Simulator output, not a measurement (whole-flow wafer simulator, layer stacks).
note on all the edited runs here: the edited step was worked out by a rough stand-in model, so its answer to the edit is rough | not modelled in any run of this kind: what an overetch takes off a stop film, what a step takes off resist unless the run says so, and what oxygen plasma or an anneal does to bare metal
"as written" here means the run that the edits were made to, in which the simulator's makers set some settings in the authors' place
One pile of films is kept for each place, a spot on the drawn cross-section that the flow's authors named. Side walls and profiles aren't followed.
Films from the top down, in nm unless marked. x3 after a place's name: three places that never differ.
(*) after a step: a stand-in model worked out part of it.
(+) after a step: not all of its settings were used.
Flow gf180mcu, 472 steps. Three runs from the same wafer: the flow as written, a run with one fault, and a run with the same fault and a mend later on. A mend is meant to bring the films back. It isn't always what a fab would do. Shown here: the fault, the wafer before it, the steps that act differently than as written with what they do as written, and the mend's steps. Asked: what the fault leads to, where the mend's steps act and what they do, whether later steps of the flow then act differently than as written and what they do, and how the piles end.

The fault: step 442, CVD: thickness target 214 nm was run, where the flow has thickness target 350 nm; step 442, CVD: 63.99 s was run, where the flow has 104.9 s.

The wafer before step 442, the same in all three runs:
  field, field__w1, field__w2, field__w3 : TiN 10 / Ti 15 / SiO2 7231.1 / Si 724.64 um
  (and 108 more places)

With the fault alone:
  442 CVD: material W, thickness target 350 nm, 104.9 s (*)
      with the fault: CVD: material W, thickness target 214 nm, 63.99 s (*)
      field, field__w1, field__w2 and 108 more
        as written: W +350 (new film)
        with the fault: W +214.7 (new film)
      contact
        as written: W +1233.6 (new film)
        with the fault: W +1098.3 (new film)
  Later steps of the flow that act differently than as written:
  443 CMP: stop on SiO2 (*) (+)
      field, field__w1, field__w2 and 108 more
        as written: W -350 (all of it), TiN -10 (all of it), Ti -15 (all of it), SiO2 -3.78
        with the fault: W -214.7 (all of it), TiN -10 (all of it), Ti -15 (all of it), SiO2 -2.42
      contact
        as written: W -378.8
        with the fault: W -242.1
  At the end the piles differ from the flow's only slightly at the places that both follow, by at most 2% or 0.5 nm, whichever is larger.

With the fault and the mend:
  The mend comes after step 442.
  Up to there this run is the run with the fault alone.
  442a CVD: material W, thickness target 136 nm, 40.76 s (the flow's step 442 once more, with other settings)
      field, field__w1, field__w2 and 109 more
        W +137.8
  No later step of the flow acts differently than as written, at any place that is followed, by more than 2% or 0.5 nm, whichever is larger.
  At the end the piles differ from the flow's only slightly at the places that both follow, by at most 2% or 0.5 nm, whichever is larger.
